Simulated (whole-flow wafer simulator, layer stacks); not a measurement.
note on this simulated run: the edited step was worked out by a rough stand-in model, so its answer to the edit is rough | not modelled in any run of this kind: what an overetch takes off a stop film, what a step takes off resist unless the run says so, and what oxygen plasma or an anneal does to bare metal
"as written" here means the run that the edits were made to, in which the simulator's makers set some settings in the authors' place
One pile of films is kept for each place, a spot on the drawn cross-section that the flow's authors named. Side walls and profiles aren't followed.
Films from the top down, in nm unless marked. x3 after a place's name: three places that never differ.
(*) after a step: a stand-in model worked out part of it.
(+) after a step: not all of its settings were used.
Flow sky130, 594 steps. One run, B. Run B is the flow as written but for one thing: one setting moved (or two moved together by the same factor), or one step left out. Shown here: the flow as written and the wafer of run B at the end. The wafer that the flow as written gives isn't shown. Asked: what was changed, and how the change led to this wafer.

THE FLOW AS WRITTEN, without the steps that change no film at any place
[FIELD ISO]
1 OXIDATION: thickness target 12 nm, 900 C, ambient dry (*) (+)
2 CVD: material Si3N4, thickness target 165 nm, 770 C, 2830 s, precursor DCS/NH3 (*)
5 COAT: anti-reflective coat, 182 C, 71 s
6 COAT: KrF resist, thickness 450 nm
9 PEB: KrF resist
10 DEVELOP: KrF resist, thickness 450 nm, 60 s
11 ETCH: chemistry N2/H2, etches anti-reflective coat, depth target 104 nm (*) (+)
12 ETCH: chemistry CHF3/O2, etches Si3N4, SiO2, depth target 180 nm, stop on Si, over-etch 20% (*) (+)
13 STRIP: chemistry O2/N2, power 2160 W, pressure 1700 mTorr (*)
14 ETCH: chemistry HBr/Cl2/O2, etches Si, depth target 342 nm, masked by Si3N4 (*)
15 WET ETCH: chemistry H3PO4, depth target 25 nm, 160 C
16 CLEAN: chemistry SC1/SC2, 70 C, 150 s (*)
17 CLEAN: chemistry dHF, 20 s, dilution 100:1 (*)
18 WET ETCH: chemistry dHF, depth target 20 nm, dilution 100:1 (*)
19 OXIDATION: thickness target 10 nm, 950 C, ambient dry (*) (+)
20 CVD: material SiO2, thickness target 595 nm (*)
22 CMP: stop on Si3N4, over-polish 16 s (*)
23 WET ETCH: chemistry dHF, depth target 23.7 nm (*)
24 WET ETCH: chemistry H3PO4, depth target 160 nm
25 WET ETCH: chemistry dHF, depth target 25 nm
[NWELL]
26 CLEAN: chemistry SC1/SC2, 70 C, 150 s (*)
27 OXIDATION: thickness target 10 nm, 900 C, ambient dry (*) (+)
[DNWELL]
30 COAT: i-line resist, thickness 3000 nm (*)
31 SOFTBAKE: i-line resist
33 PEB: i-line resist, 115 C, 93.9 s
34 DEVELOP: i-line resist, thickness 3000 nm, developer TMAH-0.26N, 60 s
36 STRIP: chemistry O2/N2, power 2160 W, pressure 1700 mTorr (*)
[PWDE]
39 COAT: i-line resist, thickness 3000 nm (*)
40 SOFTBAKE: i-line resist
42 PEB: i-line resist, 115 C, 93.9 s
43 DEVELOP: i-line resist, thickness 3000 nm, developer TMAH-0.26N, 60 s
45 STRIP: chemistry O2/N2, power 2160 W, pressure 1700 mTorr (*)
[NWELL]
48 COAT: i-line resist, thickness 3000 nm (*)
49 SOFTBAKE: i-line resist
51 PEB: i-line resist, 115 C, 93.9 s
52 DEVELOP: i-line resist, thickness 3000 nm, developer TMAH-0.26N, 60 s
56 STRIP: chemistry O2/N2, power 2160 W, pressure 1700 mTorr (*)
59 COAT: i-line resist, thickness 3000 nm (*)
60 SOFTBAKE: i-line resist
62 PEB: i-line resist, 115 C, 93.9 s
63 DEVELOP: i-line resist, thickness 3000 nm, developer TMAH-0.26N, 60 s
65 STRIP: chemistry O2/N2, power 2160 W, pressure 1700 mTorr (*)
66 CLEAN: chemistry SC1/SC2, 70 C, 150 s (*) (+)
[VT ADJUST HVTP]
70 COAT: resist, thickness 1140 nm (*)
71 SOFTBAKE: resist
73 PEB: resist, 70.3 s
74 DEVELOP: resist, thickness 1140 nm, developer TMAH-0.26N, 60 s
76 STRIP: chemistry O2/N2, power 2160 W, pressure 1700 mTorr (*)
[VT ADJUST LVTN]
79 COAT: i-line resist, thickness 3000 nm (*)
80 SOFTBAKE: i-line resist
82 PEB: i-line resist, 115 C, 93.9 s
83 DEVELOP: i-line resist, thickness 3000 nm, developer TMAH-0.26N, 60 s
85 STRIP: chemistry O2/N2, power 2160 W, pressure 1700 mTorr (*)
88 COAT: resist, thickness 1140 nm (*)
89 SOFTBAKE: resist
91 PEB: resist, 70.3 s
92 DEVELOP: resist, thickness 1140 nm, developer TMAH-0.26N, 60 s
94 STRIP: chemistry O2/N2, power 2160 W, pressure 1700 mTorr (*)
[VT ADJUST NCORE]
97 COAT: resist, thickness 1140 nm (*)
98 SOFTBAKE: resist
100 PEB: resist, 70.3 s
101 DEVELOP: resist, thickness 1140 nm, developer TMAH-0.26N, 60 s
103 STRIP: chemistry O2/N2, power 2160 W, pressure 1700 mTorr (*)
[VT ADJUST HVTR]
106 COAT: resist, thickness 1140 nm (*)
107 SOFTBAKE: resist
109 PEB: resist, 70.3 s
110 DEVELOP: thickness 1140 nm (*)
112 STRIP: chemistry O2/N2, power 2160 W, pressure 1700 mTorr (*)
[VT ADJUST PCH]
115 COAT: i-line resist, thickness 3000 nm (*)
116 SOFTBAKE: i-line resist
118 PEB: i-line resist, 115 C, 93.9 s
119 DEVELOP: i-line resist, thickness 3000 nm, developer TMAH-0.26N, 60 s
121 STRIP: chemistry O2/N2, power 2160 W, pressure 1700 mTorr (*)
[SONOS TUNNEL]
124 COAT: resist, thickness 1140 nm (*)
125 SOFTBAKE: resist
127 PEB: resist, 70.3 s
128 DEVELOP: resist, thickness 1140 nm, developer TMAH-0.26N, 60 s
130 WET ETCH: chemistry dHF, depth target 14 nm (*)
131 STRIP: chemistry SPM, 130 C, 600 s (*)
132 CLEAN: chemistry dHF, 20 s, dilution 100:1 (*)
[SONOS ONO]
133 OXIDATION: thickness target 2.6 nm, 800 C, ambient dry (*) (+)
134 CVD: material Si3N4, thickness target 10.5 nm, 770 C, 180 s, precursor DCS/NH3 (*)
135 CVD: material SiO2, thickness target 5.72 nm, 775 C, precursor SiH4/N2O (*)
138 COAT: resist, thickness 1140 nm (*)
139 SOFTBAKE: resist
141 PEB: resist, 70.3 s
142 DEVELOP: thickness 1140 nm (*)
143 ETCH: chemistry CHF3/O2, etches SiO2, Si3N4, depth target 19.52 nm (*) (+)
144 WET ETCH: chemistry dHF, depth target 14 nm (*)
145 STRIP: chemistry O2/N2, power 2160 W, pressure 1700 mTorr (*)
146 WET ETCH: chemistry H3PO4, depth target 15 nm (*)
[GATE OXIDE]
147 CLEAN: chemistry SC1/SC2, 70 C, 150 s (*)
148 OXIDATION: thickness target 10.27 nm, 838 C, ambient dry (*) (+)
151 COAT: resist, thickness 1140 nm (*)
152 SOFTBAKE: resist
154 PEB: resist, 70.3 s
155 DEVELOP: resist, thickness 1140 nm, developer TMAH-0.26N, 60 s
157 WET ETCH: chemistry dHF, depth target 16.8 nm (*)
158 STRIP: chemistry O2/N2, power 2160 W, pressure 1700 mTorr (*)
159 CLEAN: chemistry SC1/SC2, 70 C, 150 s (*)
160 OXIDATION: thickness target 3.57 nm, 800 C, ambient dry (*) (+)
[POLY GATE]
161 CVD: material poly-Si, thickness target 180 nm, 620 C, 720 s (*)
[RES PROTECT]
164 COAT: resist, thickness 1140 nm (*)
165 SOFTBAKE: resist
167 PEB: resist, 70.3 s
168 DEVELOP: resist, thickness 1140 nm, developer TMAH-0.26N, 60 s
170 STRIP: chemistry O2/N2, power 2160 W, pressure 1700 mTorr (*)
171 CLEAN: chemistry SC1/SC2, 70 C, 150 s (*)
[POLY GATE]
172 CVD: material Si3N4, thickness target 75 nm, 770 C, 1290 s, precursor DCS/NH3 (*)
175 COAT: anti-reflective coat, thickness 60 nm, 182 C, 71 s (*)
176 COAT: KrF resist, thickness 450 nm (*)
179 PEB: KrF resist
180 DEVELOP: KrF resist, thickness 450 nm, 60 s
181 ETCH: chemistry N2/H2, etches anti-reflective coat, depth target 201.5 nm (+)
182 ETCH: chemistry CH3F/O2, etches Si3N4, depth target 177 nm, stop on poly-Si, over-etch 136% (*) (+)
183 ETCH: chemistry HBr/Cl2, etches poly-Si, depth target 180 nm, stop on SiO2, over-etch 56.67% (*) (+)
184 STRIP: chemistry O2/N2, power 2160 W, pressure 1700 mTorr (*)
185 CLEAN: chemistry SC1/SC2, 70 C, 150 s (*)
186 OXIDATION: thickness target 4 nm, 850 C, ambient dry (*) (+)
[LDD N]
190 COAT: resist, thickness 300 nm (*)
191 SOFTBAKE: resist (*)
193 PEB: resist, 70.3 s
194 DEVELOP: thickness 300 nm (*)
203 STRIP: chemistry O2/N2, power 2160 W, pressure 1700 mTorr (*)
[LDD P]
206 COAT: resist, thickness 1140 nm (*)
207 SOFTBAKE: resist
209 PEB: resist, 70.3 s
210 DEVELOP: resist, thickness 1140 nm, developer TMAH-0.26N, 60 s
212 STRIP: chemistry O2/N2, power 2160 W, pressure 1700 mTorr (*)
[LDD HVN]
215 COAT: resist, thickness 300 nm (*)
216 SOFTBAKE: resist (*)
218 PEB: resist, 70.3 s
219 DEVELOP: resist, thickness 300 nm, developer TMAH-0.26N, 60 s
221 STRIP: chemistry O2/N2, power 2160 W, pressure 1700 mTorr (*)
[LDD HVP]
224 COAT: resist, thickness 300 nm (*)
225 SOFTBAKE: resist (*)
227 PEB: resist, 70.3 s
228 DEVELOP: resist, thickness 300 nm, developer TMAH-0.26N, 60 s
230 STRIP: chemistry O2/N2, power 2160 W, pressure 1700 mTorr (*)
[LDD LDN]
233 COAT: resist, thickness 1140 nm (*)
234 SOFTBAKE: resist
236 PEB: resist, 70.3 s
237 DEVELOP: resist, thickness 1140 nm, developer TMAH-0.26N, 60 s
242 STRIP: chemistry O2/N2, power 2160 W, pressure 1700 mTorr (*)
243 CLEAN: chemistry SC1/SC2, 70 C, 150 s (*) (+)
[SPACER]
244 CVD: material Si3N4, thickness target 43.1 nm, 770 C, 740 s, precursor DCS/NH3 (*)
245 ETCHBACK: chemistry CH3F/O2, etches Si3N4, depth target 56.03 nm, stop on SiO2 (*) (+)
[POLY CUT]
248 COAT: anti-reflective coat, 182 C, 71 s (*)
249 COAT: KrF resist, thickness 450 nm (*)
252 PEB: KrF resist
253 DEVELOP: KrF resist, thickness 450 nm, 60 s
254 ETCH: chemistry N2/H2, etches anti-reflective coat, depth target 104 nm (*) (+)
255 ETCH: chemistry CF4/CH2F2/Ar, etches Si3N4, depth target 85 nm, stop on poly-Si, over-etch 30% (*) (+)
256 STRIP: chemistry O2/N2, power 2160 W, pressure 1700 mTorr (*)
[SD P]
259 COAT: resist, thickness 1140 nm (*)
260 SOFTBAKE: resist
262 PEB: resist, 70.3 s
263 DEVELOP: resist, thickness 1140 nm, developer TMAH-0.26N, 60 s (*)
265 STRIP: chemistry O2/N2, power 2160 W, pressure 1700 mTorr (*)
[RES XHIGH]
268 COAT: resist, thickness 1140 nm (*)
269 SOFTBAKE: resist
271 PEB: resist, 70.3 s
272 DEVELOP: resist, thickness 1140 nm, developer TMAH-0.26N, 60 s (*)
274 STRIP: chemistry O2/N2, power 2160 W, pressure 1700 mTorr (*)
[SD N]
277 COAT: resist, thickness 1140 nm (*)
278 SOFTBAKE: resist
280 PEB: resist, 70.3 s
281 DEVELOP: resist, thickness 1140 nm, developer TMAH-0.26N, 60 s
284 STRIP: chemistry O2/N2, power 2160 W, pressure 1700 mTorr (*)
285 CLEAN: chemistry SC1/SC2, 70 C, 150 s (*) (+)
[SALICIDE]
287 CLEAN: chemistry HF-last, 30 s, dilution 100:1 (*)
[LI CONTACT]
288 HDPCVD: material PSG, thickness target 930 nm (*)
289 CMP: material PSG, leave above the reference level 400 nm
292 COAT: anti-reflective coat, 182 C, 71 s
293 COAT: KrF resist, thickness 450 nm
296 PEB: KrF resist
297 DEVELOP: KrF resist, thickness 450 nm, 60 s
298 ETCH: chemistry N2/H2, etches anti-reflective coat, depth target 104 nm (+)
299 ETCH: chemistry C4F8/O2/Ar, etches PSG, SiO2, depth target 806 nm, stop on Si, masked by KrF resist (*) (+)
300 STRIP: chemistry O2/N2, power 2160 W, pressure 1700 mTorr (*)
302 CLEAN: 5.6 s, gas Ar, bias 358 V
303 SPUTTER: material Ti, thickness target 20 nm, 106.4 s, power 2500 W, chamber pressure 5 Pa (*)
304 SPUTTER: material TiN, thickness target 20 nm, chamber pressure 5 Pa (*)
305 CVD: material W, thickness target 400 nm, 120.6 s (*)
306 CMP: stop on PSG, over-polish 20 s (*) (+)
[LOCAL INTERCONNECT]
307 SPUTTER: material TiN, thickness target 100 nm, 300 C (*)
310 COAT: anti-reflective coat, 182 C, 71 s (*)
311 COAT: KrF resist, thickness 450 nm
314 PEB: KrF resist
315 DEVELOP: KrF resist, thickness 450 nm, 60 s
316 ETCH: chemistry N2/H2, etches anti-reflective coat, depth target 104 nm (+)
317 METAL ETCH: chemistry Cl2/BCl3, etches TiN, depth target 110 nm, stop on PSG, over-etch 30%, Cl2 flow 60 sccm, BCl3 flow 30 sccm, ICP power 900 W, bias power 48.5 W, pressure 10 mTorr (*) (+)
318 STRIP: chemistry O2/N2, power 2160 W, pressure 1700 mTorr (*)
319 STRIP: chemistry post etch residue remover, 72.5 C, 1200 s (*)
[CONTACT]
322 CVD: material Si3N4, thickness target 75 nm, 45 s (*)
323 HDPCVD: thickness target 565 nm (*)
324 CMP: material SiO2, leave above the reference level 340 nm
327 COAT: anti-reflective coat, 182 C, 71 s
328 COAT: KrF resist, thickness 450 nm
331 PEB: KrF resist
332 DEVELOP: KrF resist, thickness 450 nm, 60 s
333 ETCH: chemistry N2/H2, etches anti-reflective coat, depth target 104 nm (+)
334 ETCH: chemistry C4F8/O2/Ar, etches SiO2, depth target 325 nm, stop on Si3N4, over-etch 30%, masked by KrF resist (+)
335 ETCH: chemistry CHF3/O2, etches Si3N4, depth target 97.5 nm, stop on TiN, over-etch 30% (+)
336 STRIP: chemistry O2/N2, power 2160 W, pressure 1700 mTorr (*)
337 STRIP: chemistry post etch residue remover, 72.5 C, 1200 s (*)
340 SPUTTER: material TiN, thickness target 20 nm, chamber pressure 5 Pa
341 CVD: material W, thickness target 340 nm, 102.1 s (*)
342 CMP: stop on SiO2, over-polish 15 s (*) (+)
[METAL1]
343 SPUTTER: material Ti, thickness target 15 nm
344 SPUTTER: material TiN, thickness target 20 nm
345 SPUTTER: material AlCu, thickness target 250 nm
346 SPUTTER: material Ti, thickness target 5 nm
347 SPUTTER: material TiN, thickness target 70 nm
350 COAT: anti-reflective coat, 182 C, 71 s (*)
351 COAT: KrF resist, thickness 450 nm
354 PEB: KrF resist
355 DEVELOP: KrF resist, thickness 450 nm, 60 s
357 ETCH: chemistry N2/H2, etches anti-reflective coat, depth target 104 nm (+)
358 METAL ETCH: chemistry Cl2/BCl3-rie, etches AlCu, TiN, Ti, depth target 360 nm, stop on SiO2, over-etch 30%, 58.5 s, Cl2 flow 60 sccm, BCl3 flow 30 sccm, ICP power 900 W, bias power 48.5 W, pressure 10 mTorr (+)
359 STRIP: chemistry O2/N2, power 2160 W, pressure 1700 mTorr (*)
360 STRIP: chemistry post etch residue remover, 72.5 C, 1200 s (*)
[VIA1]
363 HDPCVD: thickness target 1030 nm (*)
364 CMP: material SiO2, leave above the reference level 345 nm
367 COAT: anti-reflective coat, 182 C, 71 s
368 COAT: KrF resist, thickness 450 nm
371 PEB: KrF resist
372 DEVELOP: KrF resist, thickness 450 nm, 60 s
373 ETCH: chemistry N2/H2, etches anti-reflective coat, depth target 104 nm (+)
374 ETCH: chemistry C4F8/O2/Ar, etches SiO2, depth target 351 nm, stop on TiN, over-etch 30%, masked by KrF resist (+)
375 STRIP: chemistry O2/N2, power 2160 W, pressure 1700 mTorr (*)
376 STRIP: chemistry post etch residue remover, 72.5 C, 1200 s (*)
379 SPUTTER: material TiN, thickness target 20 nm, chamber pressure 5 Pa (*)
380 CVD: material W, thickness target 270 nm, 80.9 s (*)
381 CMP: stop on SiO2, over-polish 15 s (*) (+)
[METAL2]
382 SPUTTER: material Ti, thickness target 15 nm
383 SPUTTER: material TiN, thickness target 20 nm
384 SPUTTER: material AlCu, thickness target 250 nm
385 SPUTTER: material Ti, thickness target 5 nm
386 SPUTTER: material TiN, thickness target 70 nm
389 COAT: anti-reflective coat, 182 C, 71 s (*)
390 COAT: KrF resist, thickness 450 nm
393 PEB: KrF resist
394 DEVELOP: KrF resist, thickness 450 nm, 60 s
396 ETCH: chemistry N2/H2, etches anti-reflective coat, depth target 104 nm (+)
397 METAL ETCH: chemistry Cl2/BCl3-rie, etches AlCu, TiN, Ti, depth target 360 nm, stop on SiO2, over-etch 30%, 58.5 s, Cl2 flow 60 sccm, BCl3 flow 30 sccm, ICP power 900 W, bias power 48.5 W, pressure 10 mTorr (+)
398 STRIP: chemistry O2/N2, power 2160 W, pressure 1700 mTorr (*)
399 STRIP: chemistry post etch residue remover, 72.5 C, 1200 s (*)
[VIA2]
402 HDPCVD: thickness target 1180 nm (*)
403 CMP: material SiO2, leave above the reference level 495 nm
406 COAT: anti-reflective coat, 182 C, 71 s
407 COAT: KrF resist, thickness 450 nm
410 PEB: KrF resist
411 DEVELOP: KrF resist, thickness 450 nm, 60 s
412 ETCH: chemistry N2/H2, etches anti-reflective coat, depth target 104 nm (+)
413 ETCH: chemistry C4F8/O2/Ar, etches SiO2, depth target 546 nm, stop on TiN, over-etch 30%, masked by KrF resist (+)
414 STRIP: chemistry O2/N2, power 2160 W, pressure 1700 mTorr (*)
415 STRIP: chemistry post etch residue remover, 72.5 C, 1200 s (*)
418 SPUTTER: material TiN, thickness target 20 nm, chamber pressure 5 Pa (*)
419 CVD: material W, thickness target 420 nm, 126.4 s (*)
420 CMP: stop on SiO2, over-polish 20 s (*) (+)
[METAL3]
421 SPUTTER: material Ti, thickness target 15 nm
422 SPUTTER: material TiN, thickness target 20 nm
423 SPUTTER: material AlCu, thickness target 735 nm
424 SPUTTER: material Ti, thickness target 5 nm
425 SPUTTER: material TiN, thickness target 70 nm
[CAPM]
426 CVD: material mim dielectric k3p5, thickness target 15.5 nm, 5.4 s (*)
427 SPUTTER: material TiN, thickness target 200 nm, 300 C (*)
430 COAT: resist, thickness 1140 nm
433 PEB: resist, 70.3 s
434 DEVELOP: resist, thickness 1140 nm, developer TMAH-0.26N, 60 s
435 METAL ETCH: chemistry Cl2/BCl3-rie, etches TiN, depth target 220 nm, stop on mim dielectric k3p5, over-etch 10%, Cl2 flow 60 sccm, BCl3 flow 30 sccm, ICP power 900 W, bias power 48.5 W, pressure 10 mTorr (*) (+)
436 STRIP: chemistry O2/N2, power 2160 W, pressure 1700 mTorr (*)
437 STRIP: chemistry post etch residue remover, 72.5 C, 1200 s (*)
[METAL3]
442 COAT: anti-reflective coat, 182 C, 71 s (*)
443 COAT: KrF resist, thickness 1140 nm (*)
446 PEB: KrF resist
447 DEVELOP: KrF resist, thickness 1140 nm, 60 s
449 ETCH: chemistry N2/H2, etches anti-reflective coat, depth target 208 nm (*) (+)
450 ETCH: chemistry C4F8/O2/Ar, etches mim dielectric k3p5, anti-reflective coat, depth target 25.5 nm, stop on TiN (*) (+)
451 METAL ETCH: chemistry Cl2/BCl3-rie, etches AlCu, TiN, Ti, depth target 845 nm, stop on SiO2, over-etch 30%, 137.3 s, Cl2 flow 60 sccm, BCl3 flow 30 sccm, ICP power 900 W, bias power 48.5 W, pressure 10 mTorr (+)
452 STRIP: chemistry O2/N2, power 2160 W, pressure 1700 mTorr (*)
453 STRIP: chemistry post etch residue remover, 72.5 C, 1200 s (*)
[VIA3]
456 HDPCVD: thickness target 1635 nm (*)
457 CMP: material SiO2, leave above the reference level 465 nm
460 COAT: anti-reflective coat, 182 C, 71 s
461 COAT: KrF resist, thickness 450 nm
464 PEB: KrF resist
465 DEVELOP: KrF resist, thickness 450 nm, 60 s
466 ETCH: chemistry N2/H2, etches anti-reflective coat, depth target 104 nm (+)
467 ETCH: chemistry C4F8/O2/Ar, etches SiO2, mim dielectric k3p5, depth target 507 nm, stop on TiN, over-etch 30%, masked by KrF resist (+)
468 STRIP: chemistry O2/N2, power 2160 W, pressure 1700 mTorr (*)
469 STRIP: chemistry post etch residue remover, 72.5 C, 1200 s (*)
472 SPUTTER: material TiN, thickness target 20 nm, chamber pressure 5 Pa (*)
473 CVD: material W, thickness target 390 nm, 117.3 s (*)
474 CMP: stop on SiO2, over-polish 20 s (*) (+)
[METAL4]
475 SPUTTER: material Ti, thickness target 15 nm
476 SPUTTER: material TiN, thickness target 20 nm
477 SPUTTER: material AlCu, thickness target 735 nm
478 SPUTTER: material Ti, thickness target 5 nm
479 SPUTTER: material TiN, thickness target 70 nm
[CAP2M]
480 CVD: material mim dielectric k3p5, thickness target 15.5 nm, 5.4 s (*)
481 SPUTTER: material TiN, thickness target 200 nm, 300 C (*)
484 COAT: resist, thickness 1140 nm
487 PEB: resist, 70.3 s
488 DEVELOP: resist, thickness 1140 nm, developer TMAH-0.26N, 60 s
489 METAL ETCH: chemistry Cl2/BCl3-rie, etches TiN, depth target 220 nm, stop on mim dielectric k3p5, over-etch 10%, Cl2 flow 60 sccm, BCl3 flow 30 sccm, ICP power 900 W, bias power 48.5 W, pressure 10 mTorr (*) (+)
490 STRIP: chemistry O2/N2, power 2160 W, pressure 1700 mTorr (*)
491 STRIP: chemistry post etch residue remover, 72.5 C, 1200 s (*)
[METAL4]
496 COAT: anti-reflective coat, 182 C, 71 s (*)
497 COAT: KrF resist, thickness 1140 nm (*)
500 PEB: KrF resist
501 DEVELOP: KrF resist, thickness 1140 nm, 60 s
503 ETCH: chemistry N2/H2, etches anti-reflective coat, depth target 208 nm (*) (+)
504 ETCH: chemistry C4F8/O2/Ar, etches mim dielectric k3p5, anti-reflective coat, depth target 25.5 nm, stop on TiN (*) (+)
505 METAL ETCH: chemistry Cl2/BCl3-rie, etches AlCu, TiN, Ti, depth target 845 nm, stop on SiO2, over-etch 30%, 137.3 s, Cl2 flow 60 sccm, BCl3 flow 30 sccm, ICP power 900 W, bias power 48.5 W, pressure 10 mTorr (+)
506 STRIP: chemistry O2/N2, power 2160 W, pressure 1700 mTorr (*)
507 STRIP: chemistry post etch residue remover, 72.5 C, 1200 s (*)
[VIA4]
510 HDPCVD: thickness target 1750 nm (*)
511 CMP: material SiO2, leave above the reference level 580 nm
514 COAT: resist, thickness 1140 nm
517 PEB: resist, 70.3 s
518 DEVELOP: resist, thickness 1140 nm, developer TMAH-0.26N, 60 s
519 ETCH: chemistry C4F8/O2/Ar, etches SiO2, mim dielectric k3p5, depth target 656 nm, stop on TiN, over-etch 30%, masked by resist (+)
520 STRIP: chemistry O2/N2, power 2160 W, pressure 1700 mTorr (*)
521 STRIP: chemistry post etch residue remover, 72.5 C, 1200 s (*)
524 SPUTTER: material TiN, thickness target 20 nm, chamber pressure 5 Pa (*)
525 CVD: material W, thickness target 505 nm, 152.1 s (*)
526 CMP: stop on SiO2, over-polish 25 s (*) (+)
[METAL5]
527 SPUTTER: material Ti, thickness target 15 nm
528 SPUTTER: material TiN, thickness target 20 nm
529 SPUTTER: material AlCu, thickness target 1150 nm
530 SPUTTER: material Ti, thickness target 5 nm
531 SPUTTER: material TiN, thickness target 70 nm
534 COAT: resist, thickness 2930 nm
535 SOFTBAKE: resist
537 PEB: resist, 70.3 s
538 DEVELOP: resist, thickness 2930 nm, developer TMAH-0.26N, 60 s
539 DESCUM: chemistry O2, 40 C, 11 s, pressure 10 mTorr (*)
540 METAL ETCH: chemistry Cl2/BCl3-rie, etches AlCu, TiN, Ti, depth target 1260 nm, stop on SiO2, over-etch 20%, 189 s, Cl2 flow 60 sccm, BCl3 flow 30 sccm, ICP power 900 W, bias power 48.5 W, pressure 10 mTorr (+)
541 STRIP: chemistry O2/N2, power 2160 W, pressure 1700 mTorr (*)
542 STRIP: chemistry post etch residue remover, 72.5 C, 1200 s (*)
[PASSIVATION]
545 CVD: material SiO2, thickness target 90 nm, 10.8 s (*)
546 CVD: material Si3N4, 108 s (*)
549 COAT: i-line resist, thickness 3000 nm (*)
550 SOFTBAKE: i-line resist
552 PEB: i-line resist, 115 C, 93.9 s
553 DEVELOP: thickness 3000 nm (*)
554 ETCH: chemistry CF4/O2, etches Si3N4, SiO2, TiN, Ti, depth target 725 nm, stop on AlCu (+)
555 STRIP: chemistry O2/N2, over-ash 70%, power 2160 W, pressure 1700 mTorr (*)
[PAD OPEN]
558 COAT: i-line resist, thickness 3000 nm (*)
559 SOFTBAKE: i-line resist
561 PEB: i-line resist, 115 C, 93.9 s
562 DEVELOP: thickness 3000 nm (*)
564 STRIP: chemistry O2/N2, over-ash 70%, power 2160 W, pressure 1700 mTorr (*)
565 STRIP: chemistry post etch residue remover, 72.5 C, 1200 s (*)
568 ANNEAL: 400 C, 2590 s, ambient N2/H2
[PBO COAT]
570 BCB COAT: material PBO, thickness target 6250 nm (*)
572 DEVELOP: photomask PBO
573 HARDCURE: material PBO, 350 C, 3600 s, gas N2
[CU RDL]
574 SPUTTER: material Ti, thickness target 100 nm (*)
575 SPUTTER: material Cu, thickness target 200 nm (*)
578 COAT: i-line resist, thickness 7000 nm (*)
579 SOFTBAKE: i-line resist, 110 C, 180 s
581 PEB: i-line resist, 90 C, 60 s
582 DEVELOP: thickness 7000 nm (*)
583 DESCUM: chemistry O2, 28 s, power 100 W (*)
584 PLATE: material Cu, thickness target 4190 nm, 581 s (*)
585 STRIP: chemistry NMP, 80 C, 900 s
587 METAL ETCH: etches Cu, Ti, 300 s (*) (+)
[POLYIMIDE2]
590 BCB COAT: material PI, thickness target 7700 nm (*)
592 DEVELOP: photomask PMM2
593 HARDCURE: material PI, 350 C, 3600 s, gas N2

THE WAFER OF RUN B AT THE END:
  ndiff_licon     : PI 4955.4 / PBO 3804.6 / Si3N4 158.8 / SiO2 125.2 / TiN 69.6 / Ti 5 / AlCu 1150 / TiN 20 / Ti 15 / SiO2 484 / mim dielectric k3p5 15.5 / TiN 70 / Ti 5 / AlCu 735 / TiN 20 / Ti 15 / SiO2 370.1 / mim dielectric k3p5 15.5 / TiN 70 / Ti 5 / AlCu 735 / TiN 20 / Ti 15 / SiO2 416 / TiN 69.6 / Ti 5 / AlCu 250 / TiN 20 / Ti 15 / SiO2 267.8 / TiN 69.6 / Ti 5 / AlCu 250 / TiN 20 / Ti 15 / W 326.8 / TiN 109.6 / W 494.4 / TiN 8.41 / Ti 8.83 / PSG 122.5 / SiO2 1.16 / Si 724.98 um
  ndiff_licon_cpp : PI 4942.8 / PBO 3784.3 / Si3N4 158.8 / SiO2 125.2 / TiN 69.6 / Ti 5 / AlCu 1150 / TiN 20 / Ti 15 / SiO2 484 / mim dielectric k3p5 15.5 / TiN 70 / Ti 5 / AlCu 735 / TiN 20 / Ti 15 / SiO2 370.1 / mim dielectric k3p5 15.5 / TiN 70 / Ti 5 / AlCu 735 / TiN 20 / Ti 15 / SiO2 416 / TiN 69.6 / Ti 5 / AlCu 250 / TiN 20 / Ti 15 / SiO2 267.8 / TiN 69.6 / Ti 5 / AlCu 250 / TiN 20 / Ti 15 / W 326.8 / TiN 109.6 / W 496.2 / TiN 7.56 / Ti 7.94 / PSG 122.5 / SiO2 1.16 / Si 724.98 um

The cause: step 299, ETCH: depth target 516 nm was run, where the flow has depth target 806 nm.

How the change led to this, step by step:
  299 ETCH: chemistry C4F8/O2/Ar, etches PSG, SiO2, depth target 806 nm, stop on Si, masked by KrF resist (*) (+)
      contact, ndiff_licon, ndiff_licon_cpp: PSG -516 (as written it would be: PSG -643.6 (all of it), SiO2 -1.16 (all of it))
      field, active, n_well and 184 more: KrF resist -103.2 (as written it would be: KrF resist -161.2)
  300 STRIP: chemistry O2/N2, power 2160 W, pressure 1700 mTorr (*)
      contact, ndiff_licon, ndiff_licon_cpp: nothing (as written it would be: chemical SiO2 +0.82 (new film), Si -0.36)
      field, active, n_well and 184 more: KrF resist -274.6 (all of it), anti-reflective coat -80 (all of it) (as written it would be: KrF resist -216.6 (all of it), anti-reflective coat -80 (all of it))
  302 CLEAN: 5.6 s, gas Ar, bias 358 V
      contact, ndiff_licon, ndiff_licon_cpp: PSG -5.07 (as written it would be: chemical SiO2 -0.82 (all of it))
  303 SPUTTER: material Ti, thickness target 20 nm, 106.4 s, power 2500 W, chamber pressure 5 Pa (*)
      ndiff_licon: Ti +8.83 (new film) (as written it would be: Ti +7.24 (new film))
      ndiff_licon_cpp: Ti +7.94 (new film) (as written it would be: Ti +6.53 (new film))
  304 SPUTTER: material TiN, thickness target 20 nm, chamber pressure 5 Pa (*)
      ndiff_licon: TiN +8.41 (new film) (as written it would be: TiN +6.83 (new film))
      ndiff_licon_cpp: TiN +7.56 (new film) (as written it would be: TiN +6.17 (new film))
  305 CVD: material W, thickness target 400 nm, 120.6 s (*)
      ndiff_licon: W +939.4 (new film) (as written it would be: W +1066.5 (new film))
      ndiff_licon_cpp: W +941.1 (new film) (as written it would be: W +1067.9 (new film))
  568 ANNEAL: 400 C, 2590 s, ambient N2/H2
      ndiff_licon, ndiff_licon_cpp: nothing (as written it would be: under 37 films: void +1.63 (new film), Ti -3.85, TiSi first +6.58 (new film), Si -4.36)
Counting metal films that touch as one body, ndiff_licon has 5 bodies (between them, from the top down: SiO2 484 / mim dielectric k3p5 15.5; SiO2 370.1 / mim dielectric k3p5 15.5; SiO2 416; SiO2 267.8); the flow as written gives 6 bodies (between them, from the top down: SiO2 484 / mim dielectric k3p5 15.5; SiO2 370.1 / mim dielectric k3p5 15.5; SiO2 416; SiO2 267.8; void 1.78).
Counting metal films that touch as one body, ndiff_licon_cpp has 5 bodies (between them, from the top down: SiO2 484 / mim dielectric k3p5 15.5; SiO2 370.1 / mim dielectric k3p5 15.5; SiO2 416; SiO2 267.8); the flow as written gives 6 bodies (between them, from the top down: SiO2 484 / mim dielectric k3p5 15.5; SiO2 370.1 / mim dielectric k3p5 15.5; SiO2 416; SiO2 267.8; void 1.78).
